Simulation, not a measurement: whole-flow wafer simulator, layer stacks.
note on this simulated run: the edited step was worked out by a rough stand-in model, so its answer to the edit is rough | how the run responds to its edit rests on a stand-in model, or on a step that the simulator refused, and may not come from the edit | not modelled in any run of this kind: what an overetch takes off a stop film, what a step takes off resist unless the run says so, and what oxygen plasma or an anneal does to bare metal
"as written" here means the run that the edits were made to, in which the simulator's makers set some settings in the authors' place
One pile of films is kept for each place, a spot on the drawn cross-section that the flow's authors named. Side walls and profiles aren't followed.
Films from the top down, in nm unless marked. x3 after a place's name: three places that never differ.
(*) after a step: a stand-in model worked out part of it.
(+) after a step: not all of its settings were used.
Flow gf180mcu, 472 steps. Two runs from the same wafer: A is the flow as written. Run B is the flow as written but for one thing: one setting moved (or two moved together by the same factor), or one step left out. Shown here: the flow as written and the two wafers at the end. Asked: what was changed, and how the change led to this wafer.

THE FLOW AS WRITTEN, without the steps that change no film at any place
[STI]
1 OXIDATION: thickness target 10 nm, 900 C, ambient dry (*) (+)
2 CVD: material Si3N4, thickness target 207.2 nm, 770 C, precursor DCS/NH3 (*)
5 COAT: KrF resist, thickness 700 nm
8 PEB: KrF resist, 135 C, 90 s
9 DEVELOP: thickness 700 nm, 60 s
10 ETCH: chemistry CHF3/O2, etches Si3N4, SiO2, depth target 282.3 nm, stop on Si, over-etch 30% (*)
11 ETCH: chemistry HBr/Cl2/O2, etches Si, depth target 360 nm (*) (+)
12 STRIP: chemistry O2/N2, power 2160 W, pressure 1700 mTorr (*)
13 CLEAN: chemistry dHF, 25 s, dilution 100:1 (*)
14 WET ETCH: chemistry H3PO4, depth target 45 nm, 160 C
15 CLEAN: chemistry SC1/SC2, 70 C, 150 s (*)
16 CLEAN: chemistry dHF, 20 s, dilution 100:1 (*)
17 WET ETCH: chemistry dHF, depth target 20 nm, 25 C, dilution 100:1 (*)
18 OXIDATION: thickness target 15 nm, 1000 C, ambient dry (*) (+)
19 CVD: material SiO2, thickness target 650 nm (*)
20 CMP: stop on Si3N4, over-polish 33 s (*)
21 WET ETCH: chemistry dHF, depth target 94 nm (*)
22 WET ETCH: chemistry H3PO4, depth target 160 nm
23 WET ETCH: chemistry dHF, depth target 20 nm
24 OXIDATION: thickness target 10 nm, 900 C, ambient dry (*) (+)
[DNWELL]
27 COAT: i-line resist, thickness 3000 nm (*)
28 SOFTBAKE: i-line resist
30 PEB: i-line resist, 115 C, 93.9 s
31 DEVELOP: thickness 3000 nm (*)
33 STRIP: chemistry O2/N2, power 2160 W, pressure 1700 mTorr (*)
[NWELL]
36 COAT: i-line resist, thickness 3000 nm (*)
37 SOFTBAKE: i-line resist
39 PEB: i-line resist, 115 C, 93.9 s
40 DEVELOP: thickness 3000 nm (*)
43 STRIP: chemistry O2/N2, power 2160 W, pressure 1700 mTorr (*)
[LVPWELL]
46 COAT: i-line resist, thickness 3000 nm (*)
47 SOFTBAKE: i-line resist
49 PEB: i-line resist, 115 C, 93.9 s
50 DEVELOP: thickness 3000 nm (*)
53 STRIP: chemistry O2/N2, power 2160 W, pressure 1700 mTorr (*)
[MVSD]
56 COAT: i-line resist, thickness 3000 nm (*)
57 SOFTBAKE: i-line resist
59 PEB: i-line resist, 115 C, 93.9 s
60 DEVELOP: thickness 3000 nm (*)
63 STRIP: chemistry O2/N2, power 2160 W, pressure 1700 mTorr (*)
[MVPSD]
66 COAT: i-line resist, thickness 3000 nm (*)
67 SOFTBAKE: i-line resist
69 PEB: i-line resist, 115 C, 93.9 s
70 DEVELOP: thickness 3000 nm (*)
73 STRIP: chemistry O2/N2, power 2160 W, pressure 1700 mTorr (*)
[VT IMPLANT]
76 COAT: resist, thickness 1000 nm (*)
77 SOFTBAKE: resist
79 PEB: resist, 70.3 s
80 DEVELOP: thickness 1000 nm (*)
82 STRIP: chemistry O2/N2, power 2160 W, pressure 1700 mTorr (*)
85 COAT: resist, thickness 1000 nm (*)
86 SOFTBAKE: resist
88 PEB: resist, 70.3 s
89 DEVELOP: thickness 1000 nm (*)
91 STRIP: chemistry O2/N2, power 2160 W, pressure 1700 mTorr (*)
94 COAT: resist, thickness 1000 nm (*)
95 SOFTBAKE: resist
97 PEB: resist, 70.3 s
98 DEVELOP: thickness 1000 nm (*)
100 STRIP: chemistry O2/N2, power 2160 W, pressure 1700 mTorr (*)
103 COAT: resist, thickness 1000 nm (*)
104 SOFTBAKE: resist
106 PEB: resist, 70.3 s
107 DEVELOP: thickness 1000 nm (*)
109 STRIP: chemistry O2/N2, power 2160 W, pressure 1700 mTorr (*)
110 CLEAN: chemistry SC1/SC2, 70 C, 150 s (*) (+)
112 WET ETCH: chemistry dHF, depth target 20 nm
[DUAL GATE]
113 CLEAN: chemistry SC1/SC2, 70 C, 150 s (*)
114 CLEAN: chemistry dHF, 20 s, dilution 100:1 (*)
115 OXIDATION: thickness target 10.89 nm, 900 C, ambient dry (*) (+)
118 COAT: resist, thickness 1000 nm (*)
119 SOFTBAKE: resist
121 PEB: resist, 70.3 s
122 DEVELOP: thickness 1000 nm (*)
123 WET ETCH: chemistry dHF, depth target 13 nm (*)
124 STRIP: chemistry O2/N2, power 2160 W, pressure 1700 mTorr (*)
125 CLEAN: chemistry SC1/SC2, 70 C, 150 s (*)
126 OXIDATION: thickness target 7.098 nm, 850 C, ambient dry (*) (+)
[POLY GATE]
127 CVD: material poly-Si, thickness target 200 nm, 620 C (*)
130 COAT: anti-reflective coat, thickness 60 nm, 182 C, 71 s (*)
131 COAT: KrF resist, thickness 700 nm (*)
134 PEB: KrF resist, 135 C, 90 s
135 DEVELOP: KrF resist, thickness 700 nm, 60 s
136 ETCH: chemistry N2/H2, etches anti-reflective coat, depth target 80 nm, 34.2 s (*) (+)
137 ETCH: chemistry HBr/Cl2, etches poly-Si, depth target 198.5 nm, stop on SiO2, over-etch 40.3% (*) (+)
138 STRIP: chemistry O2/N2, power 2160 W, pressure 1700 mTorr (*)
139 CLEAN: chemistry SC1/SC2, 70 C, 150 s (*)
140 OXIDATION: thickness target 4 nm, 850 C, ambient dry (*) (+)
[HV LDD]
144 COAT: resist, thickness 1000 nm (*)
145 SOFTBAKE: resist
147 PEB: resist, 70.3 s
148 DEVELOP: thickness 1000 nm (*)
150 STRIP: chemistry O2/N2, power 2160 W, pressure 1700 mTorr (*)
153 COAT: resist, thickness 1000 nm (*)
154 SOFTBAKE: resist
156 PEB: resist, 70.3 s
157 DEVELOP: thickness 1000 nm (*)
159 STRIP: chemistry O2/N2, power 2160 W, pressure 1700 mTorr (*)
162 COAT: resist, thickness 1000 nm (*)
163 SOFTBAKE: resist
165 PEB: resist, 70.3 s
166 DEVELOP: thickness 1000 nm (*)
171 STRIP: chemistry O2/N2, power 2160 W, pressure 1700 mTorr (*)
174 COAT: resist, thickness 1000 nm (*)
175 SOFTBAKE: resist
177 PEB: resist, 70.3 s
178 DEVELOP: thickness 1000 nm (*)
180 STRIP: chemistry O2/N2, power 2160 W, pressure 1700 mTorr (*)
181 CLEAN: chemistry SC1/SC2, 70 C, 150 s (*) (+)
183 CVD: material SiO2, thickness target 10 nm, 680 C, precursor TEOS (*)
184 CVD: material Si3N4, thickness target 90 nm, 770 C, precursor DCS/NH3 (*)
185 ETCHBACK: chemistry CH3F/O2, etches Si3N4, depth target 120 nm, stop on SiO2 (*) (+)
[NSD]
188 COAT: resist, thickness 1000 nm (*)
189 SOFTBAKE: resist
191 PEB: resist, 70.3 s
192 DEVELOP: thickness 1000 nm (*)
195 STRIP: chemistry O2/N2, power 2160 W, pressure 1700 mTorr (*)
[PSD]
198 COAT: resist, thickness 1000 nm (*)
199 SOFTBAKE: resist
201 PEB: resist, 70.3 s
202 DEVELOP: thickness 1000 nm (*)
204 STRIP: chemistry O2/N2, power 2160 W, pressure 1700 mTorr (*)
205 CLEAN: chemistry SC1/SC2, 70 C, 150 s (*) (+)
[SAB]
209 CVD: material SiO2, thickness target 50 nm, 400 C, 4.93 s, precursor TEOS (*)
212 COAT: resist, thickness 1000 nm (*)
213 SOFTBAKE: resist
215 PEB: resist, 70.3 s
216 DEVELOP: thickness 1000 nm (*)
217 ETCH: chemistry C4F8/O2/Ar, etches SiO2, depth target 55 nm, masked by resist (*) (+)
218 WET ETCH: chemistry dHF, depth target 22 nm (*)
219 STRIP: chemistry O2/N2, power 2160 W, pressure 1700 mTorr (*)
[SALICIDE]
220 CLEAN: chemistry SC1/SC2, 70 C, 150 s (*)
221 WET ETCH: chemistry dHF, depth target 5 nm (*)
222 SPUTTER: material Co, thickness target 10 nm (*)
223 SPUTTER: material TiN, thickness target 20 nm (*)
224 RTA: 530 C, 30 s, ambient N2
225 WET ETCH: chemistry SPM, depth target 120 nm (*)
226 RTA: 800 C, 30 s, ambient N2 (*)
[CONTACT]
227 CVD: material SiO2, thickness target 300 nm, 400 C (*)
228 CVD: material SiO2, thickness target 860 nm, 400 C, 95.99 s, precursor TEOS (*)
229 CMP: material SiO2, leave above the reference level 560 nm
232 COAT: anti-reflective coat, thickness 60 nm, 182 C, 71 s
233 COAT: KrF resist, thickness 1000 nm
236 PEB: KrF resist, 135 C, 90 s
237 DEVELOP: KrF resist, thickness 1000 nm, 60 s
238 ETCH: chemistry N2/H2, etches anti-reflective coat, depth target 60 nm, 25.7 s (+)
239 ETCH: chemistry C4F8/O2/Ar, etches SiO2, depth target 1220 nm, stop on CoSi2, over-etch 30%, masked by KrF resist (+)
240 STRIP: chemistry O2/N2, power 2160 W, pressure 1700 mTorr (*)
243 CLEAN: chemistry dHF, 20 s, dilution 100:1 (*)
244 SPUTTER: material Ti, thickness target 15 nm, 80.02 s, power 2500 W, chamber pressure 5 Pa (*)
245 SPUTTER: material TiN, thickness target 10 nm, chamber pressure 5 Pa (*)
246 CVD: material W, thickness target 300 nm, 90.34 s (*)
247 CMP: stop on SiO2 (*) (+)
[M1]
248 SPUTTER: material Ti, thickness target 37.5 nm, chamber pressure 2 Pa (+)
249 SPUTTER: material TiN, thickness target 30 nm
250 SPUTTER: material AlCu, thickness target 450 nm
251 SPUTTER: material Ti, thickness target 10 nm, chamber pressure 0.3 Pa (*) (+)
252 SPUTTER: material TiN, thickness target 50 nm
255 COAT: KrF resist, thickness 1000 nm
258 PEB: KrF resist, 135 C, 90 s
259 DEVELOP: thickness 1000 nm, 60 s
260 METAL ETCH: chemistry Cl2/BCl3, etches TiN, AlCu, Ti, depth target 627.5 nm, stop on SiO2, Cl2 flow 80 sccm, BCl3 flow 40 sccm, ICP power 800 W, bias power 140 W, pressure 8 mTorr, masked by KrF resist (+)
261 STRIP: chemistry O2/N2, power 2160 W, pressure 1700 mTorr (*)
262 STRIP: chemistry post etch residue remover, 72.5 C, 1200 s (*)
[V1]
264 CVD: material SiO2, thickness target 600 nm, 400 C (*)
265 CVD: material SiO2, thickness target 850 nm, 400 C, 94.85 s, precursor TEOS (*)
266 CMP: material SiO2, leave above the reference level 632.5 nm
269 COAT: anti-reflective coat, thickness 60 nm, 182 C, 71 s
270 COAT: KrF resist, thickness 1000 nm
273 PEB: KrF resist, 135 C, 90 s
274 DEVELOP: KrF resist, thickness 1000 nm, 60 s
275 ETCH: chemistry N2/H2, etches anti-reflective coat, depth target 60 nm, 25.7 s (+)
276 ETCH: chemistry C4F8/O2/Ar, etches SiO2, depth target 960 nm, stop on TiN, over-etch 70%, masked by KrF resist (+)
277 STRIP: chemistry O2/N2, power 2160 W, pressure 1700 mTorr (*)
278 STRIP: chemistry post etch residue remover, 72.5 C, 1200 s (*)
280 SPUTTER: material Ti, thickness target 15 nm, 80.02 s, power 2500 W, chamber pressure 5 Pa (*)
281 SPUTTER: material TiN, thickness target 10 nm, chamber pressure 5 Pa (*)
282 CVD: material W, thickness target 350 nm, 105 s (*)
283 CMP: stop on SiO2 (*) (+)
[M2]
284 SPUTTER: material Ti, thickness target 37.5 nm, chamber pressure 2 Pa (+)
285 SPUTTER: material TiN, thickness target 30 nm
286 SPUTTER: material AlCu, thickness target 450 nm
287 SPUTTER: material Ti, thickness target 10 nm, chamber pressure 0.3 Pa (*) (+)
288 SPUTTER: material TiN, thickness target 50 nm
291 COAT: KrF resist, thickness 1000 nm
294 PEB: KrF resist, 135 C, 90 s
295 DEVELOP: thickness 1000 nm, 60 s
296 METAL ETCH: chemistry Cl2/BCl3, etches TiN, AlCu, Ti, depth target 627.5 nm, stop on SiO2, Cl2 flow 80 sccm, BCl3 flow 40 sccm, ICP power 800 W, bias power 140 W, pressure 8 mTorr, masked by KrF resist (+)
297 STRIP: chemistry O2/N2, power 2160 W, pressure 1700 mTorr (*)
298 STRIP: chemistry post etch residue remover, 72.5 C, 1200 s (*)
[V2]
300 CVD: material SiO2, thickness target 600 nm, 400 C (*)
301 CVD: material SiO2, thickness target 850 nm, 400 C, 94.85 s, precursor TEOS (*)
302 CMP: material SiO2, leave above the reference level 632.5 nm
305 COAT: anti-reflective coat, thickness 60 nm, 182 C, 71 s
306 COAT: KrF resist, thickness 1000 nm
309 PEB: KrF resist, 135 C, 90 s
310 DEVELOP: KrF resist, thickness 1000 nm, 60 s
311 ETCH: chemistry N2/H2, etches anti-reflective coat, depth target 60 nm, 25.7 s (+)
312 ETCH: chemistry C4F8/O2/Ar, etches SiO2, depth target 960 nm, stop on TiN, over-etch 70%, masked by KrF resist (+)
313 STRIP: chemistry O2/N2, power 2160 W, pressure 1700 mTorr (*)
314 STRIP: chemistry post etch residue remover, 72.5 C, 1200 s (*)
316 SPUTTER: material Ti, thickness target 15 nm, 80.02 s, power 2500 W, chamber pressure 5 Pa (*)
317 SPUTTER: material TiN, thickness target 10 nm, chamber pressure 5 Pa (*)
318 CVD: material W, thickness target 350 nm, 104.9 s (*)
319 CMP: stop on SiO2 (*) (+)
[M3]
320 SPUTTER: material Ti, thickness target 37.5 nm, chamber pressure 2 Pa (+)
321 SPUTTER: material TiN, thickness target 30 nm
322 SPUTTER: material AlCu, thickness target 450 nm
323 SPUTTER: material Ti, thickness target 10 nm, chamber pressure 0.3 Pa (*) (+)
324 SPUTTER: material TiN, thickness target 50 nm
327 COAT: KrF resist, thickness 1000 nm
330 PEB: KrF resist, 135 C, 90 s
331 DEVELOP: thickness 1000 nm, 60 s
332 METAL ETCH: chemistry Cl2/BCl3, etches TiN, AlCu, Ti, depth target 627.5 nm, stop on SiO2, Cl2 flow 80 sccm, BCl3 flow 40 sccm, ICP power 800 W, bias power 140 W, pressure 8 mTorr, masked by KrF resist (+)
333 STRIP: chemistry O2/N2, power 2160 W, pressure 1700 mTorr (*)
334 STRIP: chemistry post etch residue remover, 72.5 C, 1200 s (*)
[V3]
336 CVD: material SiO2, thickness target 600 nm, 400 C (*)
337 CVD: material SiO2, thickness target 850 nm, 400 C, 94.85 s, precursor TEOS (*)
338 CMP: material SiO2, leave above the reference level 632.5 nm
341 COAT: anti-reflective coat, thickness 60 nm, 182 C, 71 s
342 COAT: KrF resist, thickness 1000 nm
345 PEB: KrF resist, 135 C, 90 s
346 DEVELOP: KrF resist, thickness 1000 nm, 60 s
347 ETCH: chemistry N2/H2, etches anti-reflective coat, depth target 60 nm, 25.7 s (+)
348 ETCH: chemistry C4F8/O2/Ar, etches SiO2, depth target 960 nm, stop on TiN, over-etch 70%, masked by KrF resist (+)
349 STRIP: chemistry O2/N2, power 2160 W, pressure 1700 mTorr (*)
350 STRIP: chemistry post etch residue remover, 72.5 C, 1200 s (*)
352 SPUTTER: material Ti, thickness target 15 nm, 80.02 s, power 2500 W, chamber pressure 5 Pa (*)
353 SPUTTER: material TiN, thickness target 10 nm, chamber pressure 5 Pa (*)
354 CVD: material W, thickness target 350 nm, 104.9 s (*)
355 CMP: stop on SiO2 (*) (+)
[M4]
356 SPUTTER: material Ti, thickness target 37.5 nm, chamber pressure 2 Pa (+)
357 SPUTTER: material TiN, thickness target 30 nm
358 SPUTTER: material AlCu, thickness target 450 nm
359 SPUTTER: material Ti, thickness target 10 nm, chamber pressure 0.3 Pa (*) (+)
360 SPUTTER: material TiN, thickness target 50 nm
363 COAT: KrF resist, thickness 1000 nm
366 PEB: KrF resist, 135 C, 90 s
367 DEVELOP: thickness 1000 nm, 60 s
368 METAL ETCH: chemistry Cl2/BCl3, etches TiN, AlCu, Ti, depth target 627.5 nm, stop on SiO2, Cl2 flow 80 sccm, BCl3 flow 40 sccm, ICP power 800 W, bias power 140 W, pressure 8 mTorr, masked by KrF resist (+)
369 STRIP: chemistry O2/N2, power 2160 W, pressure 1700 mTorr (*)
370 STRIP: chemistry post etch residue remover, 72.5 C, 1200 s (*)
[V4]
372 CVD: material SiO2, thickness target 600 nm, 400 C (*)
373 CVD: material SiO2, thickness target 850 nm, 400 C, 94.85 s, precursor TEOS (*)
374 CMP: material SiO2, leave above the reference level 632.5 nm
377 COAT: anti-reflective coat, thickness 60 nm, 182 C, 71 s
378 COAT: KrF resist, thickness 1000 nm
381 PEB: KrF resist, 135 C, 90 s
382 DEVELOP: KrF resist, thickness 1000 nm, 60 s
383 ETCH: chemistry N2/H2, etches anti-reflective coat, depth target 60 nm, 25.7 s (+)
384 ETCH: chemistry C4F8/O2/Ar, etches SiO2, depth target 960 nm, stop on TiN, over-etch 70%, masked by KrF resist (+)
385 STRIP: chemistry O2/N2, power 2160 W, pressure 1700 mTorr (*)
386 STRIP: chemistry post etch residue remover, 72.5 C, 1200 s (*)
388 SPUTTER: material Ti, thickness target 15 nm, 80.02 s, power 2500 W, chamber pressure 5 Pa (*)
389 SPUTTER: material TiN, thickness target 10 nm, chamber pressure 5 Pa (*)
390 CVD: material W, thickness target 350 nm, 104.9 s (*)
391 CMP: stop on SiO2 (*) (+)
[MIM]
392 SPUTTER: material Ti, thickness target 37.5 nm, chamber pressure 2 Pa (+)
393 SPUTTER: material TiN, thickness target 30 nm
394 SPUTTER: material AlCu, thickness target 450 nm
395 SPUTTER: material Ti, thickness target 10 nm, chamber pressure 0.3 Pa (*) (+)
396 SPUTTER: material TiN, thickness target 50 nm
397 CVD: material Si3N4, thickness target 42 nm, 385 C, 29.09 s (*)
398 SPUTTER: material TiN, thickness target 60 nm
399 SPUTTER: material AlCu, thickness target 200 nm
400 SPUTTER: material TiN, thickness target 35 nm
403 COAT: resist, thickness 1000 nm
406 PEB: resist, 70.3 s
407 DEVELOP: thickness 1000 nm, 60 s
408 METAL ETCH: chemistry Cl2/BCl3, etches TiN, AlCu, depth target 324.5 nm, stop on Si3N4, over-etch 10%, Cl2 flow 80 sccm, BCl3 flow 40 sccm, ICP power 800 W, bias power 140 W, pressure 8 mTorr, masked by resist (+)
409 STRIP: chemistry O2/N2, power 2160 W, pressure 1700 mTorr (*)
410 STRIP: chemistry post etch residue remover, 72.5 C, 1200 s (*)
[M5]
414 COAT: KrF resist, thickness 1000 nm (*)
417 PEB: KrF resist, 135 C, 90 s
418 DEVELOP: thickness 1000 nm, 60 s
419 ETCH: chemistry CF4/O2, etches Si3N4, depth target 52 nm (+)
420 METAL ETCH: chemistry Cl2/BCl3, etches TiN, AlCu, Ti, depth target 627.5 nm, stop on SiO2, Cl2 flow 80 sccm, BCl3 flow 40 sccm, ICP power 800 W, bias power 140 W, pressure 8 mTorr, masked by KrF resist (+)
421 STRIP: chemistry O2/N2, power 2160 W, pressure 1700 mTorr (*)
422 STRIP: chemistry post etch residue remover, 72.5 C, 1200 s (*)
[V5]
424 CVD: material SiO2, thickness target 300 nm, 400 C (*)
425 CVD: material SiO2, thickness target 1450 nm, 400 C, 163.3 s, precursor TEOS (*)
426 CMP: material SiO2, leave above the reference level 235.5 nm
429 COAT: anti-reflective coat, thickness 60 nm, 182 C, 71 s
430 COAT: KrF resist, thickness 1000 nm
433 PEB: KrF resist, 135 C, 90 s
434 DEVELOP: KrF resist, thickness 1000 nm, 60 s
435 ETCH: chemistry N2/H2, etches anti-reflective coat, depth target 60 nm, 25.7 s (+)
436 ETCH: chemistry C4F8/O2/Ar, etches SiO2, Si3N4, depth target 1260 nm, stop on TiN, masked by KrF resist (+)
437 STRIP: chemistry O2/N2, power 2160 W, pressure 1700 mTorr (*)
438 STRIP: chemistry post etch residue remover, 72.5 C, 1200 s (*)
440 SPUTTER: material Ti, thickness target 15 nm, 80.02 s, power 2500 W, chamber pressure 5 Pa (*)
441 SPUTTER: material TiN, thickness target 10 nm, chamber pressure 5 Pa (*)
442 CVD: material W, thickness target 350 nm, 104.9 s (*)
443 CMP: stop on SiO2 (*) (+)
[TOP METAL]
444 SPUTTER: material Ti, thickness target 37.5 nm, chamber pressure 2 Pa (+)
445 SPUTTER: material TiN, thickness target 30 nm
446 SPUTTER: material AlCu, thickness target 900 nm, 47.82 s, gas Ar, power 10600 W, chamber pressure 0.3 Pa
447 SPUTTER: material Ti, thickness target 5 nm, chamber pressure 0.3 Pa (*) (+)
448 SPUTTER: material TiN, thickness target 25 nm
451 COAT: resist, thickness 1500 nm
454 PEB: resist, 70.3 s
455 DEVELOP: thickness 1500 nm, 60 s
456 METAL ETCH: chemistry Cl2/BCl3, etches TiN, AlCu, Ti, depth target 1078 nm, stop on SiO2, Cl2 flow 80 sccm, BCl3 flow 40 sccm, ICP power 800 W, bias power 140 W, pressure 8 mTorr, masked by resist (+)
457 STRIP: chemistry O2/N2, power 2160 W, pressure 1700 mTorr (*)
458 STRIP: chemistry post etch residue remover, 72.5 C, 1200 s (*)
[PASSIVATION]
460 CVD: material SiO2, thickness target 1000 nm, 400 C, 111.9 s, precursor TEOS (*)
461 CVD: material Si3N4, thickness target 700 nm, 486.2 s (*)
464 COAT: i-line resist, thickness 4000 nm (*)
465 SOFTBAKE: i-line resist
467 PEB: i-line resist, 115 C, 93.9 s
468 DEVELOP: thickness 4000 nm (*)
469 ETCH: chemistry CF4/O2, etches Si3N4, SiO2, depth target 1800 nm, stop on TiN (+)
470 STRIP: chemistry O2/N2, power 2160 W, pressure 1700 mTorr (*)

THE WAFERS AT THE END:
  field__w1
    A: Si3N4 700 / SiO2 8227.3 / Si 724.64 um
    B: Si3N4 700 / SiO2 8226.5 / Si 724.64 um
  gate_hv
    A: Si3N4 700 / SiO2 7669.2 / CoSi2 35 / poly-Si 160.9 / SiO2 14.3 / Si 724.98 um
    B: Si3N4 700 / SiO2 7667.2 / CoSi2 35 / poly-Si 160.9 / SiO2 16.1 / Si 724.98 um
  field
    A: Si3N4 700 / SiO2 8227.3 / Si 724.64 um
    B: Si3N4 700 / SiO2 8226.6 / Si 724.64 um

The cause: step 115, OXIDATION: thickness target 12.95 nm was run, where the flow has thickness target 10.89 nm.

How the change led to this, step by step:
  115 OXIDATION: thickness target 10.89 nm, 900 C, ambient dry (*) (+)
      active, n_well, p_well and 40 more: A SiO2 +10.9 (new film), Si -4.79 | B SiO2 +13 (new film), Si -5.7
  123 WET ETCH: chemistry dHF, depth target 13 nm (*)
      active, n_well, p_well and 12 more: A SiO2 -10.9 (all of it) | B SiO2 -13 (all of it)
  189 SOFTBAKE: resist
      field__w9: A resist +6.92 | B resist -3.07
  199 SOFTBAKE: resist
      field__w9: A resist +6.92 | B resist -3.07
  218 WET ETCH: chemistry dHF, depth target 22 nm (*)
      ldn_tap, ldn_src, ldn_drn, ldp_tap, ldp_src, ldp_drn, ldp_gr: A SiO2 -16 (all of it) | B SiO2 -17.8 (all of it)
      ld_drn_n, ld_sd_p: A SiO2 -14.8 (all of it) | B SiO2 -16.6 (all of it)
      (and at 5 more places)
